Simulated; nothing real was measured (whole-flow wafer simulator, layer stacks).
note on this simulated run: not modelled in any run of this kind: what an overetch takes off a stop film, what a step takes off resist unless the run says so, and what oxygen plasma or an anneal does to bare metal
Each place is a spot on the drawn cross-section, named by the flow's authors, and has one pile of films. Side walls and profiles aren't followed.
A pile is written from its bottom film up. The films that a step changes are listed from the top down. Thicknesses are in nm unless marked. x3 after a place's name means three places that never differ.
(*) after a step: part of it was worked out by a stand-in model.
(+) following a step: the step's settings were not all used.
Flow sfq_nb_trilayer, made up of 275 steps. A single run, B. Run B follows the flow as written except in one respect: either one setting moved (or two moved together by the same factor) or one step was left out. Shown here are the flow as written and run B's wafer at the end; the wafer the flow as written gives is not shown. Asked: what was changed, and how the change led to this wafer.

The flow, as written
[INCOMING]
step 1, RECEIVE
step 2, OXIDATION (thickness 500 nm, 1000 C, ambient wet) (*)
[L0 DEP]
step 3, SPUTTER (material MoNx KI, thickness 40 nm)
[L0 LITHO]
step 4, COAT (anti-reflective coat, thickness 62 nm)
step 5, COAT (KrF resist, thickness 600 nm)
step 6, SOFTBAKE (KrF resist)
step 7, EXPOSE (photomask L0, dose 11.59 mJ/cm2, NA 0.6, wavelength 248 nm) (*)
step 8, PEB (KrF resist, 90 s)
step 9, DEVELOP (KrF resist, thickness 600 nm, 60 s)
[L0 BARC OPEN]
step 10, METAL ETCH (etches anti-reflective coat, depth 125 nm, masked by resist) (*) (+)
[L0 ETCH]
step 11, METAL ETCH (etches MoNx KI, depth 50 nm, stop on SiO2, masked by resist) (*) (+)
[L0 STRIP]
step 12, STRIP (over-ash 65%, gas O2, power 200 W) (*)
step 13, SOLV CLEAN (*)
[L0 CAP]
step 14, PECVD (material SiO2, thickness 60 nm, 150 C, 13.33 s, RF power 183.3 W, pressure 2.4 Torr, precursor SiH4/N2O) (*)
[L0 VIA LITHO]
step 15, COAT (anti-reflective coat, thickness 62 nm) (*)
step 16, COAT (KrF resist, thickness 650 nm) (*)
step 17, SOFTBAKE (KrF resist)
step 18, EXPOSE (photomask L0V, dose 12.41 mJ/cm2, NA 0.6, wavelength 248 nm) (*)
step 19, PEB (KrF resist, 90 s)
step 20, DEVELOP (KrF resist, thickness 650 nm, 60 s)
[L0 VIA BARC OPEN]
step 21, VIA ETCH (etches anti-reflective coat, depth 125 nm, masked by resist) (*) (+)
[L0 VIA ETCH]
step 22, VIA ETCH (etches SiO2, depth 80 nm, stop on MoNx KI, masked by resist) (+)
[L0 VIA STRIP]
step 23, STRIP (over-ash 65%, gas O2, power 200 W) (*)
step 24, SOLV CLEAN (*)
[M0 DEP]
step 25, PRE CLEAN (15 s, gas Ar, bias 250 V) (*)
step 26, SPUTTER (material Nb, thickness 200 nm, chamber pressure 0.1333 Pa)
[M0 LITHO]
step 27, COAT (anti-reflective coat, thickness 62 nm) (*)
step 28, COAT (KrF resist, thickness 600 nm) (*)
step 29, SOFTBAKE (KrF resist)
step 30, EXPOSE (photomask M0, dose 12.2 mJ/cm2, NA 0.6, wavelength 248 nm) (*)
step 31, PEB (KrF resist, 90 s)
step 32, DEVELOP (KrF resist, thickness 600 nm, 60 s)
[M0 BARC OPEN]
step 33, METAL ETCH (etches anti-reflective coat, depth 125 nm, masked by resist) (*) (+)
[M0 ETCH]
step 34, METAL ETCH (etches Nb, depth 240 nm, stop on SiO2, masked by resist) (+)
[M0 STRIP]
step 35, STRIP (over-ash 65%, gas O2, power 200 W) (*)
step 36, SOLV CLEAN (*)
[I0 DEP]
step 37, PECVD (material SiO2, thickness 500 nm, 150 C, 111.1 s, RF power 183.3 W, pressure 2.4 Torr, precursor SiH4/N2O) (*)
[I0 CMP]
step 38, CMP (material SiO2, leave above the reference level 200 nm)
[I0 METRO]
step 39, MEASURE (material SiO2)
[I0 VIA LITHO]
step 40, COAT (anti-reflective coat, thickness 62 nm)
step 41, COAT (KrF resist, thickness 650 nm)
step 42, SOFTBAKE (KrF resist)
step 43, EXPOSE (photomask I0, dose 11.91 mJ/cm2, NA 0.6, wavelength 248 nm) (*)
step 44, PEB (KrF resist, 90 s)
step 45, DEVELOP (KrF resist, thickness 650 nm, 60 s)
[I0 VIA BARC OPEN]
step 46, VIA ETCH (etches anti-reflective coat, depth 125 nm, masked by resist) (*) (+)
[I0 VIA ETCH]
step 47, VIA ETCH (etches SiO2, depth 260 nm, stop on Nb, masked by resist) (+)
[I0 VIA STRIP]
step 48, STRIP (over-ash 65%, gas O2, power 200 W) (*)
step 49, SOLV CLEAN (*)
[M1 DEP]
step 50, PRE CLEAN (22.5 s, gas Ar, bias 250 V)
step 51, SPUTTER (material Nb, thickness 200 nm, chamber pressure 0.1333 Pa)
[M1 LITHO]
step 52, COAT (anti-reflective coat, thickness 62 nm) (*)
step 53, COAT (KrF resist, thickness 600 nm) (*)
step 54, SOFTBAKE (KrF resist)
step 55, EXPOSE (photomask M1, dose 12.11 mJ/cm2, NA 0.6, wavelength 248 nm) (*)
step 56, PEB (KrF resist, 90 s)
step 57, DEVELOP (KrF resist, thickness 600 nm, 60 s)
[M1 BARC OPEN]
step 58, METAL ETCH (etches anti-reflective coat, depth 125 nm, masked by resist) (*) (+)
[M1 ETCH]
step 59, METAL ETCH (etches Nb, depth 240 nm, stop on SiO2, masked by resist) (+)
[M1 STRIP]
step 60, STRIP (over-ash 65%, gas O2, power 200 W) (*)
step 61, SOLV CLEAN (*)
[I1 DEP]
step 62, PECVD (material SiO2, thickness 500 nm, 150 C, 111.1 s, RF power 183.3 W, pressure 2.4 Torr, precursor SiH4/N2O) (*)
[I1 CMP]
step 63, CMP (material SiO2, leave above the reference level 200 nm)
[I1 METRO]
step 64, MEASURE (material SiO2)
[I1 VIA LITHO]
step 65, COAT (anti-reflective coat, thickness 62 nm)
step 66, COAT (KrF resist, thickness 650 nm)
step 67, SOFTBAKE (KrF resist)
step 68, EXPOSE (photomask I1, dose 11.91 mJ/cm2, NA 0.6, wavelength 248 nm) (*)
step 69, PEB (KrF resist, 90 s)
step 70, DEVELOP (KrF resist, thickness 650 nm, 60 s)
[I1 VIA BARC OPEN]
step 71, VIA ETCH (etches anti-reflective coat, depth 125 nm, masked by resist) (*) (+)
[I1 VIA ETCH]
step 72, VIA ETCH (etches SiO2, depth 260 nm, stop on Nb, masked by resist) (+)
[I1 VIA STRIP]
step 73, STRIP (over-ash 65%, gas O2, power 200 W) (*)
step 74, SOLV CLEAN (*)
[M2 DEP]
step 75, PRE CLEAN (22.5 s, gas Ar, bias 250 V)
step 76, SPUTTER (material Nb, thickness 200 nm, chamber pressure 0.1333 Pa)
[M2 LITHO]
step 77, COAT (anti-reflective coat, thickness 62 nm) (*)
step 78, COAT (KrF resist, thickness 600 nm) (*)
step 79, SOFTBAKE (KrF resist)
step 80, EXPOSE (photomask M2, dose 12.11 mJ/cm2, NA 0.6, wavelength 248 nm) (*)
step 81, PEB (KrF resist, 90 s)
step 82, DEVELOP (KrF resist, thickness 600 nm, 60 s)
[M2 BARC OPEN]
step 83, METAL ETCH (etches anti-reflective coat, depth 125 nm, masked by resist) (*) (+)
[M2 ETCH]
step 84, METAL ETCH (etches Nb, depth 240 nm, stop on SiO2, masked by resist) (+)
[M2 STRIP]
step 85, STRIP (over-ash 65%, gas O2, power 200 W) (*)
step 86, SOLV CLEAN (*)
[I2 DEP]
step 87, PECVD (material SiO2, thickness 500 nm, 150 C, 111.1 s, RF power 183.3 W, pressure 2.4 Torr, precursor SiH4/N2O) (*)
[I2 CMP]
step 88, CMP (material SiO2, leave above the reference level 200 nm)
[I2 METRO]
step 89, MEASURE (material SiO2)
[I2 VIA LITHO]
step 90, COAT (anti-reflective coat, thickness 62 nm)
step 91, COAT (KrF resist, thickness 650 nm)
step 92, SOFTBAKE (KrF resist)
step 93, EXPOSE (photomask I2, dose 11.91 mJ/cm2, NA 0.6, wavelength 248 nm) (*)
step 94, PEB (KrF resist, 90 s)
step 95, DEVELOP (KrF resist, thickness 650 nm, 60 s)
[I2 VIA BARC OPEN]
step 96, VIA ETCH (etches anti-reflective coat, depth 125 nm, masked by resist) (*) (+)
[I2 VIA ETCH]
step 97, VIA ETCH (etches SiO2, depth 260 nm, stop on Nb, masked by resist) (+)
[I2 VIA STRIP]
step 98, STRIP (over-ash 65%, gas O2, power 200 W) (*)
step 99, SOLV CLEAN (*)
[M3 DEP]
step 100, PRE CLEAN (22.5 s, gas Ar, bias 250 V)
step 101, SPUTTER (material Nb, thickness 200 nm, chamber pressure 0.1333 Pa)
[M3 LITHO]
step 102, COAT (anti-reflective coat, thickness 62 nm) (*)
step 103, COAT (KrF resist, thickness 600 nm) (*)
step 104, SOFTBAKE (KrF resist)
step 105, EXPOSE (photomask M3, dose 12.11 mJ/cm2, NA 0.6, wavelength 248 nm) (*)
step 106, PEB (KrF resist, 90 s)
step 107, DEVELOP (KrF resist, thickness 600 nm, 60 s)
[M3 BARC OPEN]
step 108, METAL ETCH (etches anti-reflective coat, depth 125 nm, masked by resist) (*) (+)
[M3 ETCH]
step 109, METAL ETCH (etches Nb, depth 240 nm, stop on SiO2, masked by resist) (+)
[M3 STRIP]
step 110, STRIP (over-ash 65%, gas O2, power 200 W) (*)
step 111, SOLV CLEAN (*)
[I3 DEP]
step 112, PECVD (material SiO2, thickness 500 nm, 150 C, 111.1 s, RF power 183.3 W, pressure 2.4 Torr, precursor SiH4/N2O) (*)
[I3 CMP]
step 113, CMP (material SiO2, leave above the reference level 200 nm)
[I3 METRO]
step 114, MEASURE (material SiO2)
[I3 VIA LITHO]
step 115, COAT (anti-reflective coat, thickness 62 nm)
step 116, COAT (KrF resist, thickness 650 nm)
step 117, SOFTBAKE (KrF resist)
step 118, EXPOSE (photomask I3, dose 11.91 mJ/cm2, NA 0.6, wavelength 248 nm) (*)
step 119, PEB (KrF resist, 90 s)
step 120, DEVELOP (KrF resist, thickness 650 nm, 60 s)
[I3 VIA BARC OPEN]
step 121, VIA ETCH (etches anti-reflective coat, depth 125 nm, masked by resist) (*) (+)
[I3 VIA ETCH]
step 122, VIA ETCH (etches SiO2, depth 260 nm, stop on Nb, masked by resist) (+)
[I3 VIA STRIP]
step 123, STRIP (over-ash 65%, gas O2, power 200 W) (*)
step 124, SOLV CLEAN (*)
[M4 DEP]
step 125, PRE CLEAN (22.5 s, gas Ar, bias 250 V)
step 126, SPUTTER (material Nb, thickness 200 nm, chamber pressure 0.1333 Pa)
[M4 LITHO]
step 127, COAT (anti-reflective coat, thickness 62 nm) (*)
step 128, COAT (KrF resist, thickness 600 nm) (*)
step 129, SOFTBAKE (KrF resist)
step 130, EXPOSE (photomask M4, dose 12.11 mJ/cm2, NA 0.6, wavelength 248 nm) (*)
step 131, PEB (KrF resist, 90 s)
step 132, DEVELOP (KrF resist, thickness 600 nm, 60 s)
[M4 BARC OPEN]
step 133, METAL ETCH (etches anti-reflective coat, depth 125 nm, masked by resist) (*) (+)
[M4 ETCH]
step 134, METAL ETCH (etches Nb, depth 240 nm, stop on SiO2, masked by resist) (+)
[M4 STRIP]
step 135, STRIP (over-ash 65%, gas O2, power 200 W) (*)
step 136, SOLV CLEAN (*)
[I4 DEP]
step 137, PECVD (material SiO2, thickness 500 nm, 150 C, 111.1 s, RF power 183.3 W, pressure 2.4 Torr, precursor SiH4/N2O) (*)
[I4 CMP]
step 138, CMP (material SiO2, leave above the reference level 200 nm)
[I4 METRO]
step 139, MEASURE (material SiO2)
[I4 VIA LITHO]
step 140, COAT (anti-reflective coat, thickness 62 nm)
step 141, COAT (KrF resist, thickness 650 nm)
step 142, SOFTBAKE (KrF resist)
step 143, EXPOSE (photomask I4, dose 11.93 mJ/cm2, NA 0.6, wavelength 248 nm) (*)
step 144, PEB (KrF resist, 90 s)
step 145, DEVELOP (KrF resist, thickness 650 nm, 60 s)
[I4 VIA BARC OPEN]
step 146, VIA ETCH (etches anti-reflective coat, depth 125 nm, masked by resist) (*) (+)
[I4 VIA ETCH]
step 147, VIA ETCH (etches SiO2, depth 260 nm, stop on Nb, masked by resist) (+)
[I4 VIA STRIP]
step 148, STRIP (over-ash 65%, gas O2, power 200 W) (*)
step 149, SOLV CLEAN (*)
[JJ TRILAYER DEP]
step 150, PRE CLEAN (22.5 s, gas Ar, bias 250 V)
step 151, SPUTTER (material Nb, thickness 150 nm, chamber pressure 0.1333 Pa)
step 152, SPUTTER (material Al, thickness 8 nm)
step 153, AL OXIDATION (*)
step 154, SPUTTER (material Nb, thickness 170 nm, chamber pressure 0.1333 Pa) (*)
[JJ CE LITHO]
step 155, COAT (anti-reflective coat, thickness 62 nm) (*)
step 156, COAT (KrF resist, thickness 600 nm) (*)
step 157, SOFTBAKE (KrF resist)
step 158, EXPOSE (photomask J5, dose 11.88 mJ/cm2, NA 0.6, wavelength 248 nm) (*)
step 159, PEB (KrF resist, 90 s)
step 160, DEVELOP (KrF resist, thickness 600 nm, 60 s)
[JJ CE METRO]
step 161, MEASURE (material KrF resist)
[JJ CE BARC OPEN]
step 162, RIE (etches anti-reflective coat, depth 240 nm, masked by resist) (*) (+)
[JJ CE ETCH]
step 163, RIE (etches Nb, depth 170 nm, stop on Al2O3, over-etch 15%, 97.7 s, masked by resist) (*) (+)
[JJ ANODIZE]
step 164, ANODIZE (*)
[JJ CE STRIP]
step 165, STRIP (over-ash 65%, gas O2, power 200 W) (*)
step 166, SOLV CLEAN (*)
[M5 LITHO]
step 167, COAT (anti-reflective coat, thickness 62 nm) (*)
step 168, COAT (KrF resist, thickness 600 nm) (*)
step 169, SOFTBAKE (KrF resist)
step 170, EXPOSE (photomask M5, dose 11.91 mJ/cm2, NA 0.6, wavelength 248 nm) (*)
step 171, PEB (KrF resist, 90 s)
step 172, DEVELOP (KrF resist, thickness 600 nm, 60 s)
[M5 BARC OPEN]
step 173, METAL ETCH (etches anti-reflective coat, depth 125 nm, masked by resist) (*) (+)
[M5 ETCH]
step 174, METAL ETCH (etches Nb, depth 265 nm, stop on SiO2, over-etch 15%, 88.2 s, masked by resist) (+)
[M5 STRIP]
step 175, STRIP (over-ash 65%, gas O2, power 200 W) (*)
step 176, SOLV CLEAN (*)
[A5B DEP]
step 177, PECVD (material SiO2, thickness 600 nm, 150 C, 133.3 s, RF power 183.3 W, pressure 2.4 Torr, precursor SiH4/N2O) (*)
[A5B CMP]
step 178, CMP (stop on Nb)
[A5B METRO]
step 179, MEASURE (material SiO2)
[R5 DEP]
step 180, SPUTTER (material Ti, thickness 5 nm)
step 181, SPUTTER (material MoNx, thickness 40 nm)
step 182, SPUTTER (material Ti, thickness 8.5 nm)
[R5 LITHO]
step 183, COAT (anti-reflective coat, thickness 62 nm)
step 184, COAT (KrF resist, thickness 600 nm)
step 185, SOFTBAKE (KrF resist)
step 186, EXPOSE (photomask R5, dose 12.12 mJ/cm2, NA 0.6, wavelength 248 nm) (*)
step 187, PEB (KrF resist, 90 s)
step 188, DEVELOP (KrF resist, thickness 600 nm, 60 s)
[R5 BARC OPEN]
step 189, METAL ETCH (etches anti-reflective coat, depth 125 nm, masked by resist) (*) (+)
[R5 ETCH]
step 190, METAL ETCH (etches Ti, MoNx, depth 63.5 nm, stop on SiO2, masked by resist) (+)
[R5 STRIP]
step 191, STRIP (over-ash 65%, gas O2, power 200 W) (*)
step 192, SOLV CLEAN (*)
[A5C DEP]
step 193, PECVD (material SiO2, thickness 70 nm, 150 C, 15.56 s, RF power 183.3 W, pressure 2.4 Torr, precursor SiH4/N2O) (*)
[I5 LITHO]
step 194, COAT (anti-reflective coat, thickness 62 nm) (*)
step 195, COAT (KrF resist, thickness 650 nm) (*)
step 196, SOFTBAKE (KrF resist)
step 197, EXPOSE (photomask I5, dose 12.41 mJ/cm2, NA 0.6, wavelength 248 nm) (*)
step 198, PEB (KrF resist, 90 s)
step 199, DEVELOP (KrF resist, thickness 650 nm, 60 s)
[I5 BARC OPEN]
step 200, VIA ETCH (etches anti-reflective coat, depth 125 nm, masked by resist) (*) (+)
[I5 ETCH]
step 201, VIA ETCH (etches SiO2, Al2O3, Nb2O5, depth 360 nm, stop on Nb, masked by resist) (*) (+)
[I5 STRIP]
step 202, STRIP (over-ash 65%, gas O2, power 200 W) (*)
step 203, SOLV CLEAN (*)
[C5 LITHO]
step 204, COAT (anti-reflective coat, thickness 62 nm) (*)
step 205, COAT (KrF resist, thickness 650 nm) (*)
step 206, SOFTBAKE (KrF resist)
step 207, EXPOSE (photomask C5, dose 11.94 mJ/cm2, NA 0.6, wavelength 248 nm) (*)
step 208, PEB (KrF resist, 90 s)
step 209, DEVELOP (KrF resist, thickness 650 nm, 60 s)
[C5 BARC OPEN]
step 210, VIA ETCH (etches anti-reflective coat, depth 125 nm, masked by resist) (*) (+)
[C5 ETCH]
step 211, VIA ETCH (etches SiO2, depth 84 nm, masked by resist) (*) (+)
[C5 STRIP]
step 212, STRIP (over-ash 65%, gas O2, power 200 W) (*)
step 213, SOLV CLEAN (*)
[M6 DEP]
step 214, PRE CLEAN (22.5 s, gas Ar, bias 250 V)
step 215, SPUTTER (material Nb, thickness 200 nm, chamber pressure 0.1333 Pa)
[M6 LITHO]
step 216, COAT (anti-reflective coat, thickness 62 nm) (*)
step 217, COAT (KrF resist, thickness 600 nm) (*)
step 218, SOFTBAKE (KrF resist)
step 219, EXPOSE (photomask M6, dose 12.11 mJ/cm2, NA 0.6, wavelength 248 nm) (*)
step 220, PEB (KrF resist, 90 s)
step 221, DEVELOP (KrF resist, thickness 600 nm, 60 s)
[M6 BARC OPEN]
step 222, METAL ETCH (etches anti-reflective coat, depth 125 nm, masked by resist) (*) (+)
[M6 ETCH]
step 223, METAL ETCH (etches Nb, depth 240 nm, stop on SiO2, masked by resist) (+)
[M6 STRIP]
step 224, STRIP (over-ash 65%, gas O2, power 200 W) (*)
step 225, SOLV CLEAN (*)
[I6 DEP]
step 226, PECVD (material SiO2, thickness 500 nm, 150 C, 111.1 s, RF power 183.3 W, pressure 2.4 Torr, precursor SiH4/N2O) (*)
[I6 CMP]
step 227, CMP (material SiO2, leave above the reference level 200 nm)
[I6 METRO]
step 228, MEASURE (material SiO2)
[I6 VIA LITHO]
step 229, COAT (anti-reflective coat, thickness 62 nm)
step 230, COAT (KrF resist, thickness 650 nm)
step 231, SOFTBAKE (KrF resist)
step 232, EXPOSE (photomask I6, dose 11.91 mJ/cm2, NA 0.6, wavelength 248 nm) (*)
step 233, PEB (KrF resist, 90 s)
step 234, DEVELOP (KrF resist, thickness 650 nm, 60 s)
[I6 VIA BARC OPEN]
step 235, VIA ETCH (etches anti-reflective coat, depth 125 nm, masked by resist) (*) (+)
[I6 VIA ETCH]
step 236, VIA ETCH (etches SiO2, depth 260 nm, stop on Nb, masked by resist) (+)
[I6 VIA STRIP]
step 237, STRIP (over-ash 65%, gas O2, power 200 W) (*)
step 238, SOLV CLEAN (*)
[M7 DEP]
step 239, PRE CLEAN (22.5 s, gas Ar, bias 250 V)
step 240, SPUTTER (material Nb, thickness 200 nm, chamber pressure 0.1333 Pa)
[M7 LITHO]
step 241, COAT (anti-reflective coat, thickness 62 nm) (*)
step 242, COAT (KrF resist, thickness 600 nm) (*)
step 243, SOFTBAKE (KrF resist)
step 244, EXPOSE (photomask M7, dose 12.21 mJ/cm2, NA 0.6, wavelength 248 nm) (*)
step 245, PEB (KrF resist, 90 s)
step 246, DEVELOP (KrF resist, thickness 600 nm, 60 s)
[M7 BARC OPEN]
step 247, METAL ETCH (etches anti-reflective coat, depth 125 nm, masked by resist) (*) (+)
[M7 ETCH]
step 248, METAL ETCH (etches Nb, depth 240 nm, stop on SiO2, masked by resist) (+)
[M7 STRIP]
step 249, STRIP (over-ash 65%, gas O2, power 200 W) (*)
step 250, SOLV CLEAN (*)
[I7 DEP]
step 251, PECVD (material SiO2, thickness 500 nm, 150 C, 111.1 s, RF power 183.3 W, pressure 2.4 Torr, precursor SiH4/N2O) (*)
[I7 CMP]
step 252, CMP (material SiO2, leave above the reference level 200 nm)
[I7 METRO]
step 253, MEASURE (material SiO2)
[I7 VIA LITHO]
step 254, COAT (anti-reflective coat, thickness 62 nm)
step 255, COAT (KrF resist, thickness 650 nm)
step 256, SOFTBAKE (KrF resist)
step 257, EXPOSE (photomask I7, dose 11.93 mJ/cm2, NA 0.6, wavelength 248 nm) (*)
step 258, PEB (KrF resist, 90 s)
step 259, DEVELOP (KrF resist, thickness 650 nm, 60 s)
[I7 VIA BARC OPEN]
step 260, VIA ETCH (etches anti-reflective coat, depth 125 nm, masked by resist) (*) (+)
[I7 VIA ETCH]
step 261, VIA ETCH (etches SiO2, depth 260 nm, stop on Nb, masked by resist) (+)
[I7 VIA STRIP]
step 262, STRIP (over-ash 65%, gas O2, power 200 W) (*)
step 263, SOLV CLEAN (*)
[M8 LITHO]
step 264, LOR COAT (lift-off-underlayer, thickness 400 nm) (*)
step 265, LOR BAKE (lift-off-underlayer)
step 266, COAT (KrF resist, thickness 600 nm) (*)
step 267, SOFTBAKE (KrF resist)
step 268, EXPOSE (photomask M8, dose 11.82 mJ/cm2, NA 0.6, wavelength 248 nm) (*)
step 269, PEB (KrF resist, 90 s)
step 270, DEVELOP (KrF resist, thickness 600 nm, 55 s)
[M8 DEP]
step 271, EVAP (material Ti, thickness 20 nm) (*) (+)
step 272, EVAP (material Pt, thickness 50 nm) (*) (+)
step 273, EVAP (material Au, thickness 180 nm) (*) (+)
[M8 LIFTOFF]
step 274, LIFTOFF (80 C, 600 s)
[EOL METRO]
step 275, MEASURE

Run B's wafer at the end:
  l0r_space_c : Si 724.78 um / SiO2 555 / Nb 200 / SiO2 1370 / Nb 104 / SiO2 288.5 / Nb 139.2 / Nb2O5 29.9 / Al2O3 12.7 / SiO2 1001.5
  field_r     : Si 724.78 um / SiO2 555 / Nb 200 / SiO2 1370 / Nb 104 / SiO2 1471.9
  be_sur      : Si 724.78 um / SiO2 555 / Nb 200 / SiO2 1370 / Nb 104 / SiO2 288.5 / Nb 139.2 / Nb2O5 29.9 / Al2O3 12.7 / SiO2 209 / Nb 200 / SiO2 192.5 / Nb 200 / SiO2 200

What caused this: step 134, METAL ETCH: depth 96 nm was run, while the flow as written has depth 240 nm.

Step by step, how the change led to this:
  step 134, METAL ETCH (etches Nb, depth 240 nm, stop on SiO2, masked by resist) (+)
      field_l, be, be_sur and 64 more: Nb loses 96 (as written it would have been: Nb loses 200 (all of it))
      v_sur, via_wl, via_w and 36 more: KrF resist loses 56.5 (as written it would have been: KrF resist loses 141.2)
  step 135, STRIP (over-ash 65%, gas O2, power 200 W) (*)
      p4_fl x3, p4_w1 x9, p4_g1 x2 and 15 more: KrF resist loses 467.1 (all of it), anti-reflective coat loses 62 (all of it) (as written it would have been: KrF resist loses 382.4 (all of it), anti-reflective coat loses 62 (all of it))
      ln_m5, lsp_m: KrF resist loses 466.6 (all of it), anti-reflective coat loses 61.8 (all of it) (as written it would have been: KrF resist loses 381.9 (all of it), anti-reflective coat loses 61.8 (all of it))
      (as well as at 8 more places)
  step 137, PECVD (material SiO2, thickness 500 nm, 150 C, 111.1 s, RF power 183.3 W, pressure 2.4 Torr, precursor SiH4/N2O) (*)
      field_l, be, be_sur and 55 more: SiO2 gains 500 (new film) (as written it would have been: SiO2 gains 500)
      p3_s0 x6: SiO2 gains 500 (new film) (as written it would have been: SiO2 gains 557.1)
      (as well as at 3 more places)
  step 138, CMP (material SiO2, leave above the reference level 200 nm)
      field_l, be, be_sur and 55 more: SiO2 loses 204 (as written it would have been: SiO2 loses 100)
      p3_s0 x6: SiO2 loses 204 (as written it would have been: SiO2 loses 157.1)
      (as well as at 3 more places)
Taking metal films that touch as one body, l0r_space_c has 3 bodies (between them, from the top down: SiO2 288.5; SiO2 1370); the flow as written gives 2 bodies (between them, from the top down: SiO2 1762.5).
Taking metal films that touch as one body, field_r has 2 bodies (between them, from the top down: SiO2 1370); the flow as written gives 1 body.
Taking metal films that touch as one body, be_sur has 5 bodies (between them, from the top down: SiO2 192.5; SiO2 209 / Al2O3 12.7 / Nb2O5 29.9; SiO2 288.5; SiO2 1370); the flow as written gives 4 bodies (between them, from the top down: SiO2 192.5; SiO2 209 / Al2O3 12.7 / Nb2O5 29.9; SiO2 1762.5).
